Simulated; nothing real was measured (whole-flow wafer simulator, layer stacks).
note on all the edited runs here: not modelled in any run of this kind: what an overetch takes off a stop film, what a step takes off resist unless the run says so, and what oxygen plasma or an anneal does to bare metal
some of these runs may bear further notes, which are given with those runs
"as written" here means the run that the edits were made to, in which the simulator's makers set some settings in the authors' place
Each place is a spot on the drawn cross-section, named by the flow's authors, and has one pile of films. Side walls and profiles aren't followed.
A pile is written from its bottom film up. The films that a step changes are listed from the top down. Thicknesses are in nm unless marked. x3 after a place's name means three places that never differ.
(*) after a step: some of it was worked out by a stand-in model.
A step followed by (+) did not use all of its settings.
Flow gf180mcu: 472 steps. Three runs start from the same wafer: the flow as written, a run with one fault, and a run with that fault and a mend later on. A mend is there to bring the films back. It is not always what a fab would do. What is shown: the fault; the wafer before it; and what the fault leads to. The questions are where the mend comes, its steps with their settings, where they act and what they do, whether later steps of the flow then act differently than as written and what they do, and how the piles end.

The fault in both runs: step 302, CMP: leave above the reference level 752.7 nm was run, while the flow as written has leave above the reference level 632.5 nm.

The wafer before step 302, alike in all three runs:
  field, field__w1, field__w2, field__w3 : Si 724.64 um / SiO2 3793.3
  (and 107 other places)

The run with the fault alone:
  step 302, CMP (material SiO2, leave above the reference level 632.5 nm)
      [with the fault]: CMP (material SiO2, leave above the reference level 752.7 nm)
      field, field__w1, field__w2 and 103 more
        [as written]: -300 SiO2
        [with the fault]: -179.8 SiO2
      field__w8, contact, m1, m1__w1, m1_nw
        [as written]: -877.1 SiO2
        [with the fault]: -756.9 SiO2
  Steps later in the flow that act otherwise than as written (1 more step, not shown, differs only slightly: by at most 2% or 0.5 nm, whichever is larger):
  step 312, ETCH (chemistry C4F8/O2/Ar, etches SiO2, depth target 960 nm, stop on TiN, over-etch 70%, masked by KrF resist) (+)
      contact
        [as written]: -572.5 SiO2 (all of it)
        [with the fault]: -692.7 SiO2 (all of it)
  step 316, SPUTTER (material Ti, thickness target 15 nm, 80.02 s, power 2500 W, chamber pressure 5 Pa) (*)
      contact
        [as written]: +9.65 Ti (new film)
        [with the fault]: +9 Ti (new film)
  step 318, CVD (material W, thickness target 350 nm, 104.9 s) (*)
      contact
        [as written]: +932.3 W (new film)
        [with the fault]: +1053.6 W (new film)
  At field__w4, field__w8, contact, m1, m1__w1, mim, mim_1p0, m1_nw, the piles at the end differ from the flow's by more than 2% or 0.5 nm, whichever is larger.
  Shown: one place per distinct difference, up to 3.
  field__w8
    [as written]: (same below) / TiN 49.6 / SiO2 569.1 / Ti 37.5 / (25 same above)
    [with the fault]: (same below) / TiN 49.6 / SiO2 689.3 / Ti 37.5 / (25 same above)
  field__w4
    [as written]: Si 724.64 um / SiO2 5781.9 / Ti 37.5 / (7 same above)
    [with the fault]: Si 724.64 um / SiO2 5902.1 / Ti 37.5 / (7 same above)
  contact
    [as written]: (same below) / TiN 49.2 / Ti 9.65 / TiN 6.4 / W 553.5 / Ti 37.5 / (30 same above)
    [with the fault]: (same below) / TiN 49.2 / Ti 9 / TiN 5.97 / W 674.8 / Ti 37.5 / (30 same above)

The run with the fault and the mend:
  The mend follows step 310.
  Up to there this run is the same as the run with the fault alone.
  step 310a, STRIP (chemistry O2/N2, power 2160 W, pressure 1700 mTorr) (*)
      field, field__w1, field__w2 and 107 more
        -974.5 KrF resist (all of it), -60 anti-reflective coat (all of it)
      contact
        -60 anti-reflective coat (all of it)
  step 310b, CMP (material SiO2, leave above the reference level 632.5 nm) (a further turn of the flow's step 302)
      field, field__w1, field__w2 and 108 more
        -120.2 SiO2
  step 310c, HMDS (120 C, 60 s) (a further turn of the flow's step 304)
      alters no film at any place that is followed
  step 310d, COAT (anti-reflective coat, thickness 60 nm, 182 C, 71 s) (a further turn of the flow's step 305)
      field, field__w1, field__w2 and 108 more
        +60 anti-reflective coat (new film)
  step 310e, COAT (KrF resist, thickness 1000 nm) (a further turn of the flow's step 306)
      field, field__w1, field__w2 and 108 more
        +1000 KrF resist (new film)
  step 310f, SOFTBAKE (KrF resist) (a further turn of the flow's step 307)
      alters no film at any place that is followed
  step 310g, EXPOSE (photomask Via2) (a further turn of the flow's step 308)
      alters no film at any place that is followed
  step 310h, PEB (KrF resist, 135 C, 90 s) (a further turn of the flow's step 309)
      field, field__w1, field__w2 and 108 more
        -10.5 KrF resist
  step 310i, DEVELOP (KrF resist, thickness 1000 nm, 60 s) (a further turn of the flow's step 310)
      field, field__w1, field__w2 and 107 more
        -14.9 KrF resist
      contact
        -989.5 KrF resist (all of it)
  Later steps of the flow that are run all act as written at every place that is followed.
  The piles end the same as the flow's at every place that both follow.
